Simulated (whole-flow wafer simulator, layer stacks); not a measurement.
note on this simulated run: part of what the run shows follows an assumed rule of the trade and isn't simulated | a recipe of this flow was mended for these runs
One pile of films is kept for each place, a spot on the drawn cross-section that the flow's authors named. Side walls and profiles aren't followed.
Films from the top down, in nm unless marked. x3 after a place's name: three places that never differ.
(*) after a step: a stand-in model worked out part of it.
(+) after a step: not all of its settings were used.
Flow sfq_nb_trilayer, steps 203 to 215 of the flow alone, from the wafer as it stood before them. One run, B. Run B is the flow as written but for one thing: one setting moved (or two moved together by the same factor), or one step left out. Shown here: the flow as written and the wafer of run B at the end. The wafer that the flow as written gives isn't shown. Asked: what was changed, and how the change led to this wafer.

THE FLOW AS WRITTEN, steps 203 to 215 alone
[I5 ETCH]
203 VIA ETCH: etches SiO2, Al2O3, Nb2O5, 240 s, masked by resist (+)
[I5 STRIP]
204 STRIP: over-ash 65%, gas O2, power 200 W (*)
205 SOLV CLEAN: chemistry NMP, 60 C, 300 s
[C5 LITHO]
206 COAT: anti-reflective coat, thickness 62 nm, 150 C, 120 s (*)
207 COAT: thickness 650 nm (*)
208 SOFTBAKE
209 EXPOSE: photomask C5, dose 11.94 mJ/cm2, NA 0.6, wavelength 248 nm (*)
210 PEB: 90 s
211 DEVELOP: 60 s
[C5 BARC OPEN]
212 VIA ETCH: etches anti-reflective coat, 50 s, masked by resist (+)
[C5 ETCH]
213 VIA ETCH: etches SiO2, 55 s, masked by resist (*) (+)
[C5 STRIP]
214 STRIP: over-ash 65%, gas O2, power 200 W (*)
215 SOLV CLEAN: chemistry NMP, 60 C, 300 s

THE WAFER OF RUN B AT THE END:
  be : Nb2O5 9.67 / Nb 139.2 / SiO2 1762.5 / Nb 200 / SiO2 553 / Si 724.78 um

The cause: step 203, VIA ETCH: 165 s was run, where the flow has 240 s.

How the change led to this, step by step:
  203 VIA ETCH: etches SiO2, Al2O3, Nb2O5, 240 s, masked by resist (+)
      be: SiO2 -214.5 (all of it), Al2O3 -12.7 (all of it), Nb2O5 -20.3 (as written it would be: SiO2 -214.5 (all of it), Al2O3 -12.7 (all of it), Nb2O5 -29.9 (all of it), Nb -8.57)
      field_l, v_sur, via_wl and 102 more: KrF-resist-other-grade -165 (as written it would be: KrF-resist-other-grade -240)
  204 STRIP: over-ash 65%, gas O2, power 200 W (*)
      p4_fl x5, p4_w1 x9, p3_s0 x9, l0r_line_l x3, l0r_space_c x19, m0r_space_l x2: KrF-resist-other-grade -390.7 (all of it), anti-reflective coat -62 (all of it) (as written it would be: KrF-resist-other-grade -315.7 (all of it), anti-reflective coat -62 (all of it))
      wl_b_sl, wl_b_m5, wl_b_sr and 14 more: KrF-resist-other-grade -390.6 (all of it), anti-reflective coat -62 (all of it) (as written it would be: KrF-resist-other-grade -315.6 (all of it), anti-reflective coat -62 (all of it))
      (and at 41 more places)
  206 COAT: anti-reflective coat, thickness 62 nm, 150 C, 120 s (*)
      be: anti-reflective coat +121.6 (new film) (as written it would be: anti-reflective coat +124.3 (new film))
  214 STRIP: over-ash 65%, gas O2, power 200 W (*)
      be: KrF-resist-other-grade -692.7 (all of it), anti-reflective coat -121.6 (all of it) (as written it would be: KrF-resist-other-grade -705.8 (all of it), anti-reflective coat -124.3 (all of it))
